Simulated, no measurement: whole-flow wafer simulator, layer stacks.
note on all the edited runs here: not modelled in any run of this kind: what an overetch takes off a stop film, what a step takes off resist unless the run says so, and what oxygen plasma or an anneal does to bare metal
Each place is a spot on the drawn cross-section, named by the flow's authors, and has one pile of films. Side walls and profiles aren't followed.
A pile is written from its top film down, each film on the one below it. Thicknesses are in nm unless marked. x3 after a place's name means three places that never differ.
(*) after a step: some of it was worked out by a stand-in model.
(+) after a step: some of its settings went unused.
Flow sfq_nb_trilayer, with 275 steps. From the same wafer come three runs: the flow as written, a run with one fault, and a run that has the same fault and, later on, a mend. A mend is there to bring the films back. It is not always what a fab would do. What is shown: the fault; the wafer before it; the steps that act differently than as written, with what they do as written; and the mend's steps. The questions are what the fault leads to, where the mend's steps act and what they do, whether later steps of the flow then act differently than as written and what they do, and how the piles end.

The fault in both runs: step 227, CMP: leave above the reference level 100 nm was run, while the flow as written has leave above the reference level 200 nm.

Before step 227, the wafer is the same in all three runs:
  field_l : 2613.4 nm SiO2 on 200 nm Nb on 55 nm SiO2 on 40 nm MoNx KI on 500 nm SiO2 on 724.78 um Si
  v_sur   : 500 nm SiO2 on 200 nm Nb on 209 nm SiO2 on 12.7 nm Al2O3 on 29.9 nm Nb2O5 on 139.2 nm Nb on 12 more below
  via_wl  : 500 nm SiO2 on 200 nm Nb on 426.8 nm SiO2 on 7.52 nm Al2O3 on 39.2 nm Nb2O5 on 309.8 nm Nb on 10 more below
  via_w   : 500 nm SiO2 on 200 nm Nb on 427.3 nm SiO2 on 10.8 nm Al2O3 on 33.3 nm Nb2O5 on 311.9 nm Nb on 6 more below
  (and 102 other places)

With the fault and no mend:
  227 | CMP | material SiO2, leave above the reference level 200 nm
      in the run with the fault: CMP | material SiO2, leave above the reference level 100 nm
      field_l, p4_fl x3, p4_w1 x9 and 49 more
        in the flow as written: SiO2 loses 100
        in the run with the fault: SiO2 loses 200
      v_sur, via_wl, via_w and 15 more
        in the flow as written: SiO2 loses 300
        in the run with the fault: SiO2 loses 400
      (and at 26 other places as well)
  Later steps of the flow acting differently than as written (3 other steps are not shown; they differ only slightly, by no more than 2% or 0.5 nm, whichever is larger):
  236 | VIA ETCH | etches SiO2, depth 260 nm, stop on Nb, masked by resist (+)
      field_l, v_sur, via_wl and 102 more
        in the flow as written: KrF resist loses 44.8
        in the run with the fault: KrF resist loses 25.8
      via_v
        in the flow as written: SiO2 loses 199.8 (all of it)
        in the run with the fault: SiO2 loses 99.8 (all of it)
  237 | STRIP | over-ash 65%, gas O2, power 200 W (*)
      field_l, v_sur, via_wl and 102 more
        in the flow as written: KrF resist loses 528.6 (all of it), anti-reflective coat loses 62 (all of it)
        in the run with the fault: KrF resist loses 547.6 (all of it), anti-reflective coat loses 62 (all of it)
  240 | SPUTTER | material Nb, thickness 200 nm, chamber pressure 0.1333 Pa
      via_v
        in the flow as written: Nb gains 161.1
        in the run with the fault: Nb gains 185.8
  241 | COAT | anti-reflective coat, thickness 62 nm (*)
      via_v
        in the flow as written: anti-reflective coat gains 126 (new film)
        in the run with the fault: anti-reflective coat gains 106.3 (new film)
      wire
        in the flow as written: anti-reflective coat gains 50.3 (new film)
        in the run with the fault: anti-reflective coat gains 49 (new film)
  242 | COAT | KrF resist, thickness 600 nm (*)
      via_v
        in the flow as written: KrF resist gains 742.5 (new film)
        in the run with the fault: KrF resist gains 653.6 (new film)
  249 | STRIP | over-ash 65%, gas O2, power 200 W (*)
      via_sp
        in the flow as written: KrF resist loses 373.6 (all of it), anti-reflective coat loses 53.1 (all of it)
        in the run with the fault: KrF resist loses 382.7 (all of it), anti-reflective coat loses 52.2 (all of it)
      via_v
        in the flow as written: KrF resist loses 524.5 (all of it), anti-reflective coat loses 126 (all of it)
        in the run with the fault: KrF resist loses 435.9 (all of it), anti-reflective coat loses 106.3 (all of it)
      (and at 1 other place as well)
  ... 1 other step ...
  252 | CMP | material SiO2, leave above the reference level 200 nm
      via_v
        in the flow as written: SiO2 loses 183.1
        in the run with the fault: SiO2 loses 186.9
  By the end, the piles at field_l, v_sur, via_wl and 103 more depart from the flow's by more than 2% or 0.5 nm, whichever is larger.
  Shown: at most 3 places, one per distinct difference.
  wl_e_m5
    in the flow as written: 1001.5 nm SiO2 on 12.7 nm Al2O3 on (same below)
    in the run with the fault: 901.5 nm SiO2 on 12.7 nm Al2O3 on (same below)
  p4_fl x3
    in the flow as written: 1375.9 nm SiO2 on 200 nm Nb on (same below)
    in the run with the fault: 1275.9 nm SiO2 on 200 nm Nb on (same below)
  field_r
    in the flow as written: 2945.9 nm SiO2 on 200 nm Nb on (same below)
    in the run with the fault: 2845.9 nm SiO2 on 200 nm Nb on (same below)

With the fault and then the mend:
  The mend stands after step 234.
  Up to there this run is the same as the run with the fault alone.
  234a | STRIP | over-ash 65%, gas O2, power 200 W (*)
      field_l, v_sur, via_wl and 102 more
        KrF resist loses 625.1 (all of it), anti-reflective coat loses 62 (all of it)
      via_v
        anti-reflective coat loses 62 (all of it)
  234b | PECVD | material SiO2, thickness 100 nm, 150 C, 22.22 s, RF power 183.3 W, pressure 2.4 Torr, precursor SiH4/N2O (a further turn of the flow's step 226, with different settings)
      field_l, v_sur, via_wl and 103 more
        SiO2 gains 100
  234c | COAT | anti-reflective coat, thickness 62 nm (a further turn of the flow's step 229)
      field_l, v_sur, via_wl and 103 more
        anti-reflective coat gains 62 (new film)
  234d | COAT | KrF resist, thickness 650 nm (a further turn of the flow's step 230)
      field_l, v_sur, via_wl and 103 more
        KrF resist gains 650 (new film)
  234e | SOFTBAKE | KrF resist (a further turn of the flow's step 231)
      does not change any film at any place that is followed
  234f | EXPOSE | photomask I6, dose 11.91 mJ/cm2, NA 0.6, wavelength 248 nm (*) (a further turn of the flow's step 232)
      does not change any film at any place that is followed
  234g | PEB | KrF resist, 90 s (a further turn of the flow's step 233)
      field_l, v_sur, via_wl and 103 more
        KrF resist loses 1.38
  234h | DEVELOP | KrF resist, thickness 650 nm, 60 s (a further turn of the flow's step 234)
      field_l, v_sur, via_wl and 102 more
        KrF resist loses 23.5
      via_v
        KrF resist loses 648.6 (all of it)
  Every later step of the flow that is run acts as written, at every place that is followed, to within 2% or 0.5 nm, whichever is larger.
  The piles end the same as the flow's at every place that both follow.
